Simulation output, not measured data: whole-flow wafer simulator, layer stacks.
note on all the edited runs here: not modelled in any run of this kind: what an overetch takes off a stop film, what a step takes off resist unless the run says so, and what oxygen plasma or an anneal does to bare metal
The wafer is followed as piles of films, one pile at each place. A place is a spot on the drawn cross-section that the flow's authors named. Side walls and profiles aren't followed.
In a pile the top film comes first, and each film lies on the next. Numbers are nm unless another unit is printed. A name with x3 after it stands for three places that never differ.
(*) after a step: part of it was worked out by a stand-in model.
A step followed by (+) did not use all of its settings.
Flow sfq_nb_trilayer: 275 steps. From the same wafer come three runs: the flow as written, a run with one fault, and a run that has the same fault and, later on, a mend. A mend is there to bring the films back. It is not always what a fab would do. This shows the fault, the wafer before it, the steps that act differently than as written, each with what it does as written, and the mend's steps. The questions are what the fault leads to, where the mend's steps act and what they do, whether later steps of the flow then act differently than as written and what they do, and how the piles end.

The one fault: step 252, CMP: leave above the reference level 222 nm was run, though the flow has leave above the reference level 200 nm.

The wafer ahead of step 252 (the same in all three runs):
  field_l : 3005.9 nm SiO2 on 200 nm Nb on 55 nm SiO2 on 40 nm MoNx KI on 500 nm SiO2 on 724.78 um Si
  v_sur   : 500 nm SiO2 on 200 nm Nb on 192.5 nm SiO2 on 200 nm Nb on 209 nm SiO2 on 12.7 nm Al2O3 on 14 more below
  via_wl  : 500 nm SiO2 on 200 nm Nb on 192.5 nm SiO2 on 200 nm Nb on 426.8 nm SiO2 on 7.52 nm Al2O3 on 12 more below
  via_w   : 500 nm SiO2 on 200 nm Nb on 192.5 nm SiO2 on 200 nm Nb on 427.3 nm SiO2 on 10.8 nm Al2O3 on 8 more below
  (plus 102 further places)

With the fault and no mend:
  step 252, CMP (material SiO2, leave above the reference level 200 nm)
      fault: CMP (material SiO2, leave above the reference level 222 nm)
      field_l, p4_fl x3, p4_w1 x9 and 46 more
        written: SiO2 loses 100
        fault: SiO2 loses 78
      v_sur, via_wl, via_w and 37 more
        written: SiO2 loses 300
        fault: SiO2 loses 278
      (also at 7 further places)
  Later steps of the flow acting differently than as written (3 other steps are not shown; they differ only slightly, by no more than 2% or 0.5 nm, whichever is larger):
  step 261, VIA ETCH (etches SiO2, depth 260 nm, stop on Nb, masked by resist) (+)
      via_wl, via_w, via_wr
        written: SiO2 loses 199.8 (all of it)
        fault: SiO2 loses 221.8 (all of it)
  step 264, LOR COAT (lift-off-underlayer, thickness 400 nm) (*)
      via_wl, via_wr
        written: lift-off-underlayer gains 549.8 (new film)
        fault: lift-off-underlayer gains 566.2 (new film)
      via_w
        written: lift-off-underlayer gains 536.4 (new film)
        fault: lift-off-underlayer gains 551.4 (new film)
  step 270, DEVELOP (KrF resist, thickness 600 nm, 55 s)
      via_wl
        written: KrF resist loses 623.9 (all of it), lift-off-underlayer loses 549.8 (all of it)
        fault: KrF resist loses 626.6 (all of it), lift-off-underlayer loses 566.2 (all of it)
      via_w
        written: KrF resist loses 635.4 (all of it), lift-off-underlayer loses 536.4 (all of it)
        fault: KrF resist loses 639.5 (all of it), lift-off-underlayer loses 551.4 (all of it)
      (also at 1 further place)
  By the end, the piles at v_sur, via_sp, via_v and 65 more depart from the flow's by more than 2% or 0.5 nm, whichever is larger.
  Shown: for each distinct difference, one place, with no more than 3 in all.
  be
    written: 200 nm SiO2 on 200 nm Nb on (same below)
    fault: 222 nm SiO2 on 200 nm Nb on (same below)
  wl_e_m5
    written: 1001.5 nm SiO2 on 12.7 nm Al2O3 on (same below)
    fault: 1023.5 nm SiO2 on 12.7 nm Al2O3 on (same below)
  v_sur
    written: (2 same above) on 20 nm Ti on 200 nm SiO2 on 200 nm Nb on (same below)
    fault: (2 same above) on 20 nm Ti on 222 nm SiO2 on 200 nm Nb on (same below)

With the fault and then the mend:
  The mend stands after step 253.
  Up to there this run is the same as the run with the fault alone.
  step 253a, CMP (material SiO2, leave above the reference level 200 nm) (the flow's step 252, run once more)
      field_l, v_sur, via_wl and 103 more
        SiO2 loses 22
  Every later step of the flow that is run acts as written at every place that is followed.
  At every place that both follow, the piles at the end match the flow's.
